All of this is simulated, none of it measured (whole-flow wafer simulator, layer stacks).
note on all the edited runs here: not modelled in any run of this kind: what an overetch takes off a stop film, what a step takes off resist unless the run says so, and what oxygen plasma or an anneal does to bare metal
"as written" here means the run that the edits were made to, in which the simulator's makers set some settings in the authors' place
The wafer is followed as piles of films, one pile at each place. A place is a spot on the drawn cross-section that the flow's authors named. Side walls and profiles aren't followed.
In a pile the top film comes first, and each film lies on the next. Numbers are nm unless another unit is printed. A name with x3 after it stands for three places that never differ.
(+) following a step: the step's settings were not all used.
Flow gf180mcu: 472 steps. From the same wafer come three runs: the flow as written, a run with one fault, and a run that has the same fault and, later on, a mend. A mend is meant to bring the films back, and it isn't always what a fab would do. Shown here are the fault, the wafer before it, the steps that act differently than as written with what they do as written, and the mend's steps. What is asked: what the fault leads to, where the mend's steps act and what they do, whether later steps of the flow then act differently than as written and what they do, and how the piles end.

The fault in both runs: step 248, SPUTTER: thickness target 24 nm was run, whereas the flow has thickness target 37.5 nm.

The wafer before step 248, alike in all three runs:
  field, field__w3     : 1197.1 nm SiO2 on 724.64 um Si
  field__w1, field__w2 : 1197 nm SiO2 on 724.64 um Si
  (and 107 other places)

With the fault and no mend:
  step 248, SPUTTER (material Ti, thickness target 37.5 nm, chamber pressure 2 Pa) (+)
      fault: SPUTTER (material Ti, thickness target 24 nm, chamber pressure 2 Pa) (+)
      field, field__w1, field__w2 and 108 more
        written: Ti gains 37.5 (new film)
        fault: Ti gains 24 (new film)
  Steps further on in the flow that do not act as written:
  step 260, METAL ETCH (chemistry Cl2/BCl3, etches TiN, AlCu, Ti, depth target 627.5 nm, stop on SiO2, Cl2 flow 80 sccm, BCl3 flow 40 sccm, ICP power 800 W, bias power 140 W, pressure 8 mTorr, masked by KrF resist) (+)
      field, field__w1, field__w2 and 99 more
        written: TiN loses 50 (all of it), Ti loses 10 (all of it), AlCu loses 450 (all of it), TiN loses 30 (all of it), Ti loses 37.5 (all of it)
        fault: TiN loses 50 (all of it), Ti loses 10 (all of it), AlCu loses 450 (all of it), TiN loses 30 (all of it), Ti loses 24 (all of it)
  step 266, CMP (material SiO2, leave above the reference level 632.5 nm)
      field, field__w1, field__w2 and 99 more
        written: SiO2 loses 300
        fault: SiO2 loses 313.5
  At field__w8, contact, m1 and 6 more, the piles at the end differ from the flow's by more than 2% or 0.5 nm, whichever is larger.
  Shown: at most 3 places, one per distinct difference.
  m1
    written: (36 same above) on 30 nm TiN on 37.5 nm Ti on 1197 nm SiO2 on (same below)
    fault: (36 same above) on 30 nm TiN on 24 nm Ti on 1197 nm SiO2 on (same below)
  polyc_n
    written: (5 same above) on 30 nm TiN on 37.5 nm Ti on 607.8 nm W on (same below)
    fault: (5 same above) on 30 nm TiN on 24 nm Ti on 607.8 nm W on (same below)
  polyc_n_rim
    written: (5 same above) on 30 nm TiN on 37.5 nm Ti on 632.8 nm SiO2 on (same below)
    fault: (5 same above) on 30 nm TiN on 24 nm Ti on 632.8 nm SiO2 on (same below)

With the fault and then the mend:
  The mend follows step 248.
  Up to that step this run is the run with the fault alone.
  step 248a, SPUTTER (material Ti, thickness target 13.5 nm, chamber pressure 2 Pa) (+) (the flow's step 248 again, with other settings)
      field, field__w1, field__w2 and 108 more
        Ti gains 13.5
  None of the later steps of the flow acts differently than as written at any place that is followed.
  At every place that both follow, the piles at the end match the flow's.
